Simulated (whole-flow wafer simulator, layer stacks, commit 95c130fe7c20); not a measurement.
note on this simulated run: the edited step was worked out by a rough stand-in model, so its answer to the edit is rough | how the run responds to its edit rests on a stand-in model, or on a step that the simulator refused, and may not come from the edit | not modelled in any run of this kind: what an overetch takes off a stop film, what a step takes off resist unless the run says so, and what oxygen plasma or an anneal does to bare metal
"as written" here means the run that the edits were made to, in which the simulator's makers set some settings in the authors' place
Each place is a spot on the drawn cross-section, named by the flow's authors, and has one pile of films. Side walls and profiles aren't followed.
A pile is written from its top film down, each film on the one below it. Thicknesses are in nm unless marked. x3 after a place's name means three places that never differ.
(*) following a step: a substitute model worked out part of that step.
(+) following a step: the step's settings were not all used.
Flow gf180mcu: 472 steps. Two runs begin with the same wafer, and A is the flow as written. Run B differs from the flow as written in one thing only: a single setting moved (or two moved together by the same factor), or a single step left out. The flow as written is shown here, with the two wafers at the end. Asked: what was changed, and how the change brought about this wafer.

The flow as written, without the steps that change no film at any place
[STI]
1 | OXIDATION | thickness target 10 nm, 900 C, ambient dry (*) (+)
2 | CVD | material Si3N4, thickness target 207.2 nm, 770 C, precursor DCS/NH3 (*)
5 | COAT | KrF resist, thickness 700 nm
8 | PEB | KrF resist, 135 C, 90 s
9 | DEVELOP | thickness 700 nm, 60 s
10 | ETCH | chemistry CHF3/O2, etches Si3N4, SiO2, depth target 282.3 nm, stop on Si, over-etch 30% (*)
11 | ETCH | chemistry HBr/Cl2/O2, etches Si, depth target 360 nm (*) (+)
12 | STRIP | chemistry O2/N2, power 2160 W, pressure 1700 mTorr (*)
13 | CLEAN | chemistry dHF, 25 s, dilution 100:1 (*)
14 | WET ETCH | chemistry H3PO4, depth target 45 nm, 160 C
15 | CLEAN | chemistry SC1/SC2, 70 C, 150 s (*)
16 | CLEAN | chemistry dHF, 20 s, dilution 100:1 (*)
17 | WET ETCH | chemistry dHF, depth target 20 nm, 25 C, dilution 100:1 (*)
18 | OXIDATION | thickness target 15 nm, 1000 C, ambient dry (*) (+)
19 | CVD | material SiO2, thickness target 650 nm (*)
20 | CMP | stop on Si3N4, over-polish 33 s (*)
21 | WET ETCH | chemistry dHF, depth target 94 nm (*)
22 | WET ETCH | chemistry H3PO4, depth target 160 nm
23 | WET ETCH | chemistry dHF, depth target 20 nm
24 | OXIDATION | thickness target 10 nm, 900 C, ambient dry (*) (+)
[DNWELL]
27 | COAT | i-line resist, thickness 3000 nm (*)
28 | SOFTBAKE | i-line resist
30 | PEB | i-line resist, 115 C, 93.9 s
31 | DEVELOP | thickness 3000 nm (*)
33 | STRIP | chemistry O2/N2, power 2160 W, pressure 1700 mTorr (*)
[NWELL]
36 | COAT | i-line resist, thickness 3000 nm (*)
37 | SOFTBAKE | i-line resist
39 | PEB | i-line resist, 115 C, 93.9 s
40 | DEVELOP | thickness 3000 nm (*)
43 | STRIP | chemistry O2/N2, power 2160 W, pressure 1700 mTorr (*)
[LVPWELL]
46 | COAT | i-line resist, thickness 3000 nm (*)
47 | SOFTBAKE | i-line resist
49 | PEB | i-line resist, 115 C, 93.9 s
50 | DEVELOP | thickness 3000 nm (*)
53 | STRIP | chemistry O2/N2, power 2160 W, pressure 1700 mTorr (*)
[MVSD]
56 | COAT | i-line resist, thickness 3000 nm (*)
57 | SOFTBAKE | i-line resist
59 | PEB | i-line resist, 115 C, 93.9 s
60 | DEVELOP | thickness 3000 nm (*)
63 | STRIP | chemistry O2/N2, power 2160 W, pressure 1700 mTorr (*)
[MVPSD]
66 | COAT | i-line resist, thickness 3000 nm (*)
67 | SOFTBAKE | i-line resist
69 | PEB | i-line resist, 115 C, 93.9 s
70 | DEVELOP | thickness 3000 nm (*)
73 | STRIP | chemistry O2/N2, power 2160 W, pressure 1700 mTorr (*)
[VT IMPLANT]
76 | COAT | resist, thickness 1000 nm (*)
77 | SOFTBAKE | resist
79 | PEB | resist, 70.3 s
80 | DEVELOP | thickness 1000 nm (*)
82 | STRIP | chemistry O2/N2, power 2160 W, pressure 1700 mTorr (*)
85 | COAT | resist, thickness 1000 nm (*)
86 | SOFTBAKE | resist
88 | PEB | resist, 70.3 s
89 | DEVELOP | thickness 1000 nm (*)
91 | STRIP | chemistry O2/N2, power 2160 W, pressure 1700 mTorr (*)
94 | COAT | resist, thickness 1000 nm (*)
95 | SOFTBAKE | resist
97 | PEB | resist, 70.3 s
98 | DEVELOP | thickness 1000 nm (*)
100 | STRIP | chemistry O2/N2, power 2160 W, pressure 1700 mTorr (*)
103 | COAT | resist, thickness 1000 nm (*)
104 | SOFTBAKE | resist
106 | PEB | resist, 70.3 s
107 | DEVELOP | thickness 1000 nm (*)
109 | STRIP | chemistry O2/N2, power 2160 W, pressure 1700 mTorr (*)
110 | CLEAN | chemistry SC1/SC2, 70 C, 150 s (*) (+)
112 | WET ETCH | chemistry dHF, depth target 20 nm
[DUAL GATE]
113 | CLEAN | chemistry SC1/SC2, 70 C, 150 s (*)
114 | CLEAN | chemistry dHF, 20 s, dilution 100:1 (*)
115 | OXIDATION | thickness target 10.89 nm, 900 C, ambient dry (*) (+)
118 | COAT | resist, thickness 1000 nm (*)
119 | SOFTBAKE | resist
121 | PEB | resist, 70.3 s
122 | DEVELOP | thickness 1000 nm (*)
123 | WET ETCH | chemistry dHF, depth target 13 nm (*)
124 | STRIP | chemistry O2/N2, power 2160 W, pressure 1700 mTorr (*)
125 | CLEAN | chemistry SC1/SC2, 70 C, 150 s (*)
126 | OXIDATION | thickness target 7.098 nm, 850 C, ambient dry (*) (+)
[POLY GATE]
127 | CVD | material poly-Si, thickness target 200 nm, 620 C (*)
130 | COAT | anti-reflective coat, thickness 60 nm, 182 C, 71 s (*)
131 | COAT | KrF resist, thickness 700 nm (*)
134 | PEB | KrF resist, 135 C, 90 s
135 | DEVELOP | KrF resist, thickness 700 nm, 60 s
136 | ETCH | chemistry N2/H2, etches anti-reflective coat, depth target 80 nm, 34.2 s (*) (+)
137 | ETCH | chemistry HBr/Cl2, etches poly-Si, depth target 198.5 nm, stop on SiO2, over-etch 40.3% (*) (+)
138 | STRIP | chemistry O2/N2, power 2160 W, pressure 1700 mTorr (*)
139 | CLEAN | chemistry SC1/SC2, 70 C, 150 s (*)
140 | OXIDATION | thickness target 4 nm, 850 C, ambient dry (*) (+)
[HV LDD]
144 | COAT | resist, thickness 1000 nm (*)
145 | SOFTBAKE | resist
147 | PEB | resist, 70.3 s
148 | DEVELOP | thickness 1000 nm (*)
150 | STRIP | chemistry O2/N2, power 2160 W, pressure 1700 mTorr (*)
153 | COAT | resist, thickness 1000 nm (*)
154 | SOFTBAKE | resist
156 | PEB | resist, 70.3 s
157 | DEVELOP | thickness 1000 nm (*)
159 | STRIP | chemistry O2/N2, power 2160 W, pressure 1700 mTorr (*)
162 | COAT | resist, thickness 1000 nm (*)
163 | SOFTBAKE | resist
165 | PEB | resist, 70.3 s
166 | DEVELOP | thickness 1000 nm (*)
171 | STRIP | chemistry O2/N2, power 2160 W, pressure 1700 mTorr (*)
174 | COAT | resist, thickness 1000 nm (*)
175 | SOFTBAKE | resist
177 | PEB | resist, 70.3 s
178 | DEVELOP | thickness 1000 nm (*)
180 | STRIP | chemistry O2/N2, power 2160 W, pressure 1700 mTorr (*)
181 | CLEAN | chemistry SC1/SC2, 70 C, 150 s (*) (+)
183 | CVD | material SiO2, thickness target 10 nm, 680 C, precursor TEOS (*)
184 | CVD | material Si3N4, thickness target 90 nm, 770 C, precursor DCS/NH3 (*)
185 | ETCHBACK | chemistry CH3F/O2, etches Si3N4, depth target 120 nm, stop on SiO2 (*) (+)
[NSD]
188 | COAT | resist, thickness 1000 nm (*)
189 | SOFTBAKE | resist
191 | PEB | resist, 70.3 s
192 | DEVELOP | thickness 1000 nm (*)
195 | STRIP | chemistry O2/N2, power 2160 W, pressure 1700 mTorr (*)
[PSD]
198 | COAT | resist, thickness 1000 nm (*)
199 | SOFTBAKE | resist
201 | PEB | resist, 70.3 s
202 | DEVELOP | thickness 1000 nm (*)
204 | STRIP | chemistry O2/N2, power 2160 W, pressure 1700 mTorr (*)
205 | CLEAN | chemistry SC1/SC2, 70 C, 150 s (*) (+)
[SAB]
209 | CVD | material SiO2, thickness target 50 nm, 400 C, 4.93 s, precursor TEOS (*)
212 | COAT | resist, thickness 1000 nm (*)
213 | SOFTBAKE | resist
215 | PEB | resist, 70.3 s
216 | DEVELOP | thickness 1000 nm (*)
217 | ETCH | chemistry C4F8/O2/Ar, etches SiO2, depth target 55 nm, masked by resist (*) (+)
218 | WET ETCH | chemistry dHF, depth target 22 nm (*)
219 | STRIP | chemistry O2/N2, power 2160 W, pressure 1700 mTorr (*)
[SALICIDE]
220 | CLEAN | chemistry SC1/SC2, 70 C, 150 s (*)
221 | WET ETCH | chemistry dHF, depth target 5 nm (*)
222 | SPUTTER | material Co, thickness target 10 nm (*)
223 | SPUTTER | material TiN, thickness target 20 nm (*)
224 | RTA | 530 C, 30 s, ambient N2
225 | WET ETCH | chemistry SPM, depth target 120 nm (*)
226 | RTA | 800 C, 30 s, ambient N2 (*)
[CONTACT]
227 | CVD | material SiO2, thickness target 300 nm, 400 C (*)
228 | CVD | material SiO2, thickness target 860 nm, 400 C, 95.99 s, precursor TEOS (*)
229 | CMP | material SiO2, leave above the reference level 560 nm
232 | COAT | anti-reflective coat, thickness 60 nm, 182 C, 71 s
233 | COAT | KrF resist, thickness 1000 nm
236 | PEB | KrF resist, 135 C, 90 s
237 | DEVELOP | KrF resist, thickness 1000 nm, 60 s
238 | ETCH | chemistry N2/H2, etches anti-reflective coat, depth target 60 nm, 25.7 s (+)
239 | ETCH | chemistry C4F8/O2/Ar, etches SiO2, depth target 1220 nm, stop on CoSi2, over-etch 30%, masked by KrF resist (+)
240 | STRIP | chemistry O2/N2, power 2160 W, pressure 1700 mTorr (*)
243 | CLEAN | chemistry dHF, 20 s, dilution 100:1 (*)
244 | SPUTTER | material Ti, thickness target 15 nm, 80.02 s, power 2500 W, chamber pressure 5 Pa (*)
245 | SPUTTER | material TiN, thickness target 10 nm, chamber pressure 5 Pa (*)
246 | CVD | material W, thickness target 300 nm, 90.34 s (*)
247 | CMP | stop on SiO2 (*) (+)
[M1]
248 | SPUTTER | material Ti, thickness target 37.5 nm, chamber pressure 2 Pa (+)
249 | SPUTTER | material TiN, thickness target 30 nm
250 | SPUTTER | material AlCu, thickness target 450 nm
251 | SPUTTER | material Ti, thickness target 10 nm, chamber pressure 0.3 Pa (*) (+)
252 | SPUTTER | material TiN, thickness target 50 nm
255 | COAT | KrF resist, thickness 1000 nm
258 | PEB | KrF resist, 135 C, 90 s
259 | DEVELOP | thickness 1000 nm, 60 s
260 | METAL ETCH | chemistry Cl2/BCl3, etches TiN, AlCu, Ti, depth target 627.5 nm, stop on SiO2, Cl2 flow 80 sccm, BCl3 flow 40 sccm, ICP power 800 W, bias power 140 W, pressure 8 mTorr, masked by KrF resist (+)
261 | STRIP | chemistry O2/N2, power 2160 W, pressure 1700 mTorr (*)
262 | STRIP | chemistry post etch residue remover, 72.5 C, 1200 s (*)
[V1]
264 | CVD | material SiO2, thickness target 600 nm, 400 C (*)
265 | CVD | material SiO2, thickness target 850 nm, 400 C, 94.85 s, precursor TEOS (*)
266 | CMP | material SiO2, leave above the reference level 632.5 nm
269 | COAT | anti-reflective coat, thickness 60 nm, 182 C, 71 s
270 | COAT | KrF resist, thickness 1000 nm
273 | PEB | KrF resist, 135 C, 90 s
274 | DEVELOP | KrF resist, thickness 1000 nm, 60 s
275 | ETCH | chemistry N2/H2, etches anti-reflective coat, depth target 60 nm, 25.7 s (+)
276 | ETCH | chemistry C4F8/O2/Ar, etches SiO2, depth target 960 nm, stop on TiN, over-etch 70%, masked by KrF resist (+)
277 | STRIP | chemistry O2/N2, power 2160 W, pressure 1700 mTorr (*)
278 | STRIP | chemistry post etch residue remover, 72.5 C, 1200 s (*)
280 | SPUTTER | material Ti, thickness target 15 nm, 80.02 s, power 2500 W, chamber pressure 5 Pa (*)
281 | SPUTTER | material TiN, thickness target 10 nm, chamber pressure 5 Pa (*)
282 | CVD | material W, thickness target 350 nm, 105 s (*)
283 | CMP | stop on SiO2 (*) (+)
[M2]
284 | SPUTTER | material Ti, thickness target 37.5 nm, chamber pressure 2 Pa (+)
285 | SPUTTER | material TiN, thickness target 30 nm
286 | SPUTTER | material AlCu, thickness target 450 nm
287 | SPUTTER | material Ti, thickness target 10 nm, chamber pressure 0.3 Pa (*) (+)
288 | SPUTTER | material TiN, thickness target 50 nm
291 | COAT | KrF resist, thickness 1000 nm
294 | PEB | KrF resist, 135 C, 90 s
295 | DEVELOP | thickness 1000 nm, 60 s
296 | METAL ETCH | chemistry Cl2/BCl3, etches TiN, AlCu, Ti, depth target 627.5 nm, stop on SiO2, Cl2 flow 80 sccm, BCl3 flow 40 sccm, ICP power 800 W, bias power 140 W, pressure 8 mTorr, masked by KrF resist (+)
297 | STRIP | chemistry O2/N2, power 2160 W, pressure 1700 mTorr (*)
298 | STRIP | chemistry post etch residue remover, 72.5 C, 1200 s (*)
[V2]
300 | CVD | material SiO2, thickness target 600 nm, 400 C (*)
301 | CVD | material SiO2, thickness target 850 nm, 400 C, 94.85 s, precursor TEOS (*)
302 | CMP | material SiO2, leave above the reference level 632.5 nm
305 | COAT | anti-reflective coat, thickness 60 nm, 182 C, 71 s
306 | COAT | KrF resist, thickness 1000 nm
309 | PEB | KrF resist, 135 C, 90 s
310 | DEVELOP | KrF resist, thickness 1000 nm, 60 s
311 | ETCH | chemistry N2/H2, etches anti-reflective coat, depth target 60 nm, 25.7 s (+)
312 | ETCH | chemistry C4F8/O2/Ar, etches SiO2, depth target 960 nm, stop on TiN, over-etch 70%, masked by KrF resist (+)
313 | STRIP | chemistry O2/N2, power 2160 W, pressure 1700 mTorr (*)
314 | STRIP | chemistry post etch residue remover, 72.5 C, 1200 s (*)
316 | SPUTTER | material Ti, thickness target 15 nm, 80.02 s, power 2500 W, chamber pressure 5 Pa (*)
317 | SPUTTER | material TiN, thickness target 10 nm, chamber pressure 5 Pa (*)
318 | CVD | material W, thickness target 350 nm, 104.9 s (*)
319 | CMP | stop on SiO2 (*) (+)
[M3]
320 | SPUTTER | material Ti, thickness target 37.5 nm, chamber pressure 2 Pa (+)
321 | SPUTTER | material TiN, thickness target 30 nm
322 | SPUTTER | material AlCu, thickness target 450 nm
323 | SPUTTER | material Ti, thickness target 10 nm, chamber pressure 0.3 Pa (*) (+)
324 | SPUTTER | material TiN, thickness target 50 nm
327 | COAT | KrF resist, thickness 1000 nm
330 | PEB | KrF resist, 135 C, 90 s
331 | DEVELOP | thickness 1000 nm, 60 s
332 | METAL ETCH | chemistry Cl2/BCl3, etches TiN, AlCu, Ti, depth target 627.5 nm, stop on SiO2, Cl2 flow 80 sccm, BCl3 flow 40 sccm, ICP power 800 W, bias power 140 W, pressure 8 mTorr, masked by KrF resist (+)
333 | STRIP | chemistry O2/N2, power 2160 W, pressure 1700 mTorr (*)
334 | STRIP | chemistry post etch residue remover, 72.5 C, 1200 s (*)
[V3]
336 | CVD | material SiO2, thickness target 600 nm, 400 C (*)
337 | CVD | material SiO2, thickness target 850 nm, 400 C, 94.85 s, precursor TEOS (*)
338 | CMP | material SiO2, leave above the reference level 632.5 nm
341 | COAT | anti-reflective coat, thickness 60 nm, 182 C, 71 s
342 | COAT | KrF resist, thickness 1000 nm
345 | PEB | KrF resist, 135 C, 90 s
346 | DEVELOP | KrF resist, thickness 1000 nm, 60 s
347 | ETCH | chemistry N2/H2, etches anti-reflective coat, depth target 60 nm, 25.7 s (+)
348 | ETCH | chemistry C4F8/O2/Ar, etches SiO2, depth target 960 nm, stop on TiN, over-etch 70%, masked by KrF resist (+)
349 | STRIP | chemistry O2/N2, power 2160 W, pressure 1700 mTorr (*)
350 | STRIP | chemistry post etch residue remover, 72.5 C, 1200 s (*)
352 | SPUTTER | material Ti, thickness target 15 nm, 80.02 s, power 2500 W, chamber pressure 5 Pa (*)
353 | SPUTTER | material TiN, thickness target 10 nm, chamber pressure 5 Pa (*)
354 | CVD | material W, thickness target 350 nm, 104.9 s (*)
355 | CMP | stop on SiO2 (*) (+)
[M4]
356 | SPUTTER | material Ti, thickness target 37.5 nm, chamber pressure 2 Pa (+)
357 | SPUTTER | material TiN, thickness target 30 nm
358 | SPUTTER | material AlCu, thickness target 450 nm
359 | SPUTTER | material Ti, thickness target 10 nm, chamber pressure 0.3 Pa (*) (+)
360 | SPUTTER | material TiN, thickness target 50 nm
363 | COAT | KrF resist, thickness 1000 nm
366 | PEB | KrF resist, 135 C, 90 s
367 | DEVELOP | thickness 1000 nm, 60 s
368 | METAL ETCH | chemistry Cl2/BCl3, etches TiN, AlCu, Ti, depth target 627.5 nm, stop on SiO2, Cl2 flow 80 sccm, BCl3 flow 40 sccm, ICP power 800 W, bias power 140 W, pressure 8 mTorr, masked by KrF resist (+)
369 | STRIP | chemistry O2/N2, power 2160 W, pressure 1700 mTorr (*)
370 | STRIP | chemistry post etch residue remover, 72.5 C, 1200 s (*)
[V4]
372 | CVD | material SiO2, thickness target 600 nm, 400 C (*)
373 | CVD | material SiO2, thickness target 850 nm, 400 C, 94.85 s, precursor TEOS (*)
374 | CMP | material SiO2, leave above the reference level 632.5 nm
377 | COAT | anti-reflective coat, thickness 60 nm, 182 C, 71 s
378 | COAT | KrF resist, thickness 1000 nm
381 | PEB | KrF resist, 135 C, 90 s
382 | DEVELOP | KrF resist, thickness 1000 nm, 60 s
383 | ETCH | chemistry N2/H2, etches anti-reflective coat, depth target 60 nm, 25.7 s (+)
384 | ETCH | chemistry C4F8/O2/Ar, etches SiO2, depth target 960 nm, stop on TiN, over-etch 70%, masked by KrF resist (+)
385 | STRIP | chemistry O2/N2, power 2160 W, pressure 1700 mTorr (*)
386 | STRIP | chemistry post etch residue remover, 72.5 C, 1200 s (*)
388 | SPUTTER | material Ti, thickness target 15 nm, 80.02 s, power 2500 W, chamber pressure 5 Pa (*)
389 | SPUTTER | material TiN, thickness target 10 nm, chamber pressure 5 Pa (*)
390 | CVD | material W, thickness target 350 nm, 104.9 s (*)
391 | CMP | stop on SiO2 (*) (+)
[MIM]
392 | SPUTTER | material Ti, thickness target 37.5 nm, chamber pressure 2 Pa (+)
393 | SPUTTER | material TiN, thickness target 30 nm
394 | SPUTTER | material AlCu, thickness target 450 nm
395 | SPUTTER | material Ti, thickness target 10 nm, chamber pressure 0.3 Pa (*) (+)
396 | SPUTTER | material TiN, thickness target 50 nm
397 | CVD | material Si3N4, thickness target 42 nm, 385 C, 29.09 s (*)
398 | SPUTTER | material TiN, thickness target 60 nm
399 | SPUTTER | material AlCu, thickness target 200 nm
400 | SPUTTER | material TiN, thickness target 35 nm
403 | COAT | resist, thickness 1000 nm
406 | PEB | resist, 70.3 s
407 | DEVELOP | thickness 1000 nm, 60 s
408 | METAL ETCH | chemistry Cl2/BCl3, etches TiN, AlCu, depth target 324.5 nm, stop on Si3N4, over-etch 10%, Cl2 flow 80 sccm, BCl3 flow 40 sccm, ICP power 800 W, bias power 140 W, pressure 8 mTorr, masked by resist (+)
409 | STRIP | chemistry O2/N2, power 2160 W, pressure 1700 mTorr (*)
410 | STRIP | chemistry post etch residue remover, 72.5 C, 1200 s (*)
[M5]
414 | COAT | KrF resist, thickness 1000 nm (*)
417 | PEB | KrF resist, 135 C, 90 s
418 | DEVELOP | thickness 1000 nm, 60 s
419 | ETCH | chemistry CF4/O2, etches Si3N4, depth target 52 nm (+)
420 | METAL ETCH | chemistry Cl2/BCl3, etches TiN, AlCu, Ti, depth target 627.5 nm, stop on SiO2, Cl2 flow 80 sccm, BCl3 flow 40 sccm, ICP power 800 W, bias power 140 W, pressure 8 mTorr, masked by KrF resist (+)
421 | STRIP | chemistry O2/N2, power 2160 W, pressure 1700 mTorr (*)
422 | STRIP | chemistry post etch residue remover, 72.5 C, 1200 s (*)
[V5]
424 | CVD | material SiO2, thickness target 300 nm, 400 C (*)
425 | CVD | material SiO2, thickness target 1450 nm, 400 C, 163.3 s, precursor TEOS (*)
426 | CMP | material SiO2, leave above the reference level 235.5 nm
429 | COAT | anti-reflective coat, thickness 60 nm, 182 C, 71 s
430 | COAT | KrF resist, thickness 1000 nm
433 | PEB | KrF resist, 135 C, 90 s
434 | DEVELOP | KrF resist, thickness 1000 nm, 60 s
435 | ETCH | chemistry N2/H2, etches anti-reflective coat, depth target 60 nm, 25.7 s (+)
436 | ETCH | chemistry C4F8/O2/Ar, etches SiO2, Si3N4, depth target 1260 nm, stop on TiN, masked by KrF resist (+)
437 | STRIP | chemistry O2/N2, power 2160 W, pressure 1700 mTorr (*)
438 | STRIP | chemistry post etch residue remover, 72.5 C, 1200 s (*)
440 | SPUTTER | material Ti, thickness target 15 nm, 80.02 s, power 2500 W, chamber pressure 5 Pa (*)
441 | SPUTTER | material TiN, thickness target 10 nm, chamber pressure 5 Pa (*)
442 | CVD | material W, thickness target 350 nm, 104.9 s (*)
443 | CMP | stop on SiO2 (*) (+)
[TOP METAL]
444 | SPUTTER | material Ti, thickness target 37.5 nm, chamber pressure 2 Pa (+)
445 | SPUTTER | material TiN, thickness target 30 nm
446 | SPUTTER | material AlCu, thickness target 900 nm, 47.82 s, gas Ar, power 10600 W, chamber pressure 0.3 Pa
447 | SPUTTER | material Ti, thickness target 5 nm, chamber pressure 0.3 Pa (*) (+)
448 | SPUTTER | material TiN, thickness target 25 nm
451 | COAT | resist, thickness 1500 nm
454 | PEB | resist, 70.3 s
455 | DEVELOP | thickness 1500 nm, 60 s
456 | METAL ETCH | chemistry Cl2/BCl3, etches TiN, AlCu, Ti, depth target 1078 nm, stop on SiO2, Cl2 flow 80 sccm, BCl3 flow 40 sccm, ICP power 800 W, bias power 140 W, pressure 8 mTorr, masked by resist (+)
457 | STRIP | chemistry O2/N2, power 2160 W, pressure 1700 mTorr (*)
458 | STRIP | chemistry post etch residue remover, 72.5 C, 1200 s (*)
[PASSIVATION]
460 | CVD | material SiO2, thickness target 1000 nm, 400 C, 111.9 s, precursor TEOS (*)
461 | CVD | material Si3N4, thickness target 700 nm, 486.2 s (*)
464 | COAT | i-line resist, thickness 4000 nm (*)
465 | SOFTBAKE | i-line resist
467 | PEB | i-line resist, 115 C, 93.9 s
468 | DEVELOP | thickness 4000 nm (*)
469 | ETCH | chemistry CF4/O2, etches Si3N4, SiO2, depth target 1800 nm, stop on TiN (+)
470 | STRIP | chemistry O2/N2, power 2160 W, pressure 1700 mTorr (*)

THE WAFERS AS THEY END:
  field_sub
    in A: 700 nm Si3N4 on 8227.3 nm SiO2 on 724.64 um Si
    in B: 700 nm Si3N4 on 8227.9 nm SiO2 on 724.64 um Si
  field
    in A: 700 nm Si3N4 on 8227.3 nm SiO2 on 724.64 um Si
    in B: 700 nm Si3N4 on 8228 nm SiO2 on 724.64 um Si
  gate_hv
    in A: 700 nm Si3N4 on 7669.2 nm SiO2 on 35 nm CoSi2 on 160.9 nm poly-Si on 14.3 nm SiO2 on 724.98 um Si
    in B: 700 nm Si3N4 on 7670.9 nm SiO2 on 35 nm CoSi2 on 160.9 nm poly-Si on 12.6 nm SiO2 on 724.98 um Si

The reason: step 126, OXIDATION: thickness target 5.146 nm was run, whereas the flow has thickness target 7.098 nm.

Step by step, how the change led to this:
  126 | OXIDATION | thickness target 7.098 nm, 850 C, ambient dry (*) (+)
      gate_hv, active_hv, active_nat and 25 more: A SiO2 gains 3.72, Si loses 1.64 | B SiO2 gains 2.07, Si loses 0.91
      active, n_well, p_well and 12 more: A SiO2 gains 7.1 (new film), chemical SiO2 loses 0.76 (all of it), Si loses 2.79 | B SiO2 gains 5.15 (new film), chemical SiO2 loses 0.76 (all of it), Si loses 1.93
  189 | SOFTBAKE | resist
      field__w9: A resist gains 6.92 | B resist loses 3.05
      active_hv: A resist gains 2.68 | B resist loses 0.5
      (as well as at 1 more place)
  199 | SOFTBAKE | resist
      field__w9: A resist gains 6.92 | B resist loses 3.05
      active_hv: A resist gains 2.68 | B resist loses 0.5
      (as well as at 1 more place)
  218 | WET ETCH | chemistry dHF, depth target 22 nm (*)
      active, p_well, sd_n, iso_ptap_pw, iso_ntap_nw, iso_ptap_sub, vpnp_e: A SiO2 loses 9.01 (all of it) | B SiO2 loses 7.24 (all of it)
      ldn_tap, ldn_src, ldn_drn, ldp_tap, ldp_src, ldp_drn, ldp_gr: A SiO2 loses 16 (all of it) | B SiO2 loses 14.4 (all of it)
      (as well as at 9 more places)
  223 | SPUTTER | material TiN, thickness target 20 nm (*)
      field__w12: A TiN gains 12 (new film) | B TiN gains 12.6 (new film)
  225 | WET ETCH | chemistry SPM, depth target 120 nm (*)
      field__w12: A TiN loses 12 (all of it), Co loses 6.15 (all of it) | B TiN loses 12.6 (all of it), Co loses 6.15 (all of it)
